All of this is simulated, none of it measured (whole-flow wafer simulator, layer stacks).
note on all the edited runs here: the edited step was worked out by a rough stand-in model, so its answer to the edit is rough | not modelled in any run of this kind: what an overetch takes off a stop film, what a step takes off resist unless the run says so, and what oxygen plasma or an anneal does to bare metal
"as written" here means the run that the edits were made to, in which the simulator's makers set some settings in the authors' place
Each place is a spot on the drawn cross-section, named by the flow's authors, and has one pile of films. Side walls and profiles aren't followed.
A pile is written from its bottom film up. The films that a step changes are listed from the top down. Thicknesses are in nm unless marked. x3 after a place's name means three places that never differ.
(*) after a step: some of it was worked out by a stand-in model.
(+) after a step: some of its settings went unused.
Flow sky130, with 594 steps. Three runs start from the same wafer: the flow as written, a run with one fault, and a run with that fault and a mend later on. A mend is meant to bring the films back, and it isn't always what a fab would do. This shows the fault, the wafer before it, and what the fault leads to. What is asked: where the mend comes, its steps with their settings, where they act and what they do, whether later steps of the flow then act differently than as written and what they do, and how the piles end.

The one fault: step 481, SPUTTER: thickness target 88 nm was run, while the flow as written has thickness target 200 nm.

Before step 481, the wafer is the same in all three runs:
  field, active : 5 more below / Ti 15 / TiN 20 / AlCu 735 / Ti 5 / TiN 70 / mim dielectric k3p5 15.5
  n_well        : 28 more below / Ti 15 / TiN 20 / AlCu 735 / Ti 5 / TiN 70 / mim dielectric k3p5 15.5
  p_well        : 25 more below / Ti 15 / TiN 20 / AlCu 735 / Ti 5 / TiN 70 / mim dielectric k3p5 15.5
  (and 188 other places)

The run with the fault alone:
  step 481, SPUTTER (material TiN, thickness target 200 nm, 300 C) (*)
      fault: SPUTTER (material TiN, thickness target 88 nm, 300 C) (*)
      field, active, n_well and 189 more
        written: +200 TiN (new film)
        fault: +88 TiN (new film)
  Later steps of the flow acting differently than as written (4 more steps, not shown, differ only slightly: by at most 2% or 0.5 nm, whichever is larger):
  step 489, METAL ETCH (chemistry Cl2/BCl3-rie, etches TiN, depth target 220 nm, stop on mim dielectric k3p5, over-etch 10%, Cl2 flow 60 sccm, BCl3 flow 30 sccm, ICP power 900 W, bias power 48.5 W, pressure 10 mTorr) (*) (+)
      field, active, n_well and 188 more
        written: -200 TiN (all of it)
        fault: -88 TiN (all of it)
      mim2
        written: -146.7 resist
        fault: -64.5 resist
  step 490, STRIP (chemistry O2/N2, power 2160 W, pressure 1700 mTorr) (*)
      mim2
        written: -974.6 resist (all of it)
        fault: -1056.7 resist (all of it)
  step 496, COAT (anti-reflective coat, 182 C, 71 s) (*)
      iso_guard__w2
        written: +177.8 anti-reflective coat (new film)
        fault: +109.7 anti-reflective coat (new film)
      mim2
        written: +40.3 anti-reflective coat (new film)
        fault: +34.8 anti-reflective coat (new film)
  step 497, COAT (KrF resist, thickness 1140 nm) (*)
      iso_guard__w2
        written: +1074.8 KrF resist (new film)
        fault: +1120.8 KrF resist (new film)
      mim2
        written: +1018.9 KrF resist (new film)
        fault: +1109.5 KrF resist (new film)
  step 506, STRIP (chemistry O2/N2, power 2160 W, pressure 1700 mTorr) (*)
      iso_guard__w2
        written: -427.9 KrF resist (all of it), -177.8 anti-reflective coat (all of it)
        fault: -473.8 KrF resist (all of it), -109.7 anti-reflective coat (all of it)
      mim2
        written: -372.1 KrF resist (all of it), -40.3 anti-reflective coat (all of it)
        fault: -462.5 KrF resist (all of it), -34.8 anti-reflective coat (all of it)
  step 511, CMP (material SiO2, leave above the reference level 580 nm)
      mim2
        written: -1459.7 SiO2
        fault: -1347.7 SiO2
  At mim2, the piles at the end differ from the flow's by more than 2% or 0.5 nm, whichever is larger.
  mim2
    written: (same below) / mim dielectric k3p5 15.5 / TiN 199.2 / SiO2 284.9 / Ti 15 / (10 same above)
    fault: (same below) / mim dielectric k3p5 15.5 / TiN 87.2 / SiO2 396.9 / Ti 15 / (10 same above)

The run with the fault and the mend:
  The mend follows step 481.
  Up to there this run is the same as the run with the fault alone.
  step 481a, SPUTTER (material TiN, thickness target 112 nm, 300 C) (*) (the flow's step 481, run once more with other settings)
      field, active, n_well and 189 more
        +112 TiN
  Every later step of the flow that is run acts as written at every place that is followed.
  The piles end the same as the flow's at every place that both follow.
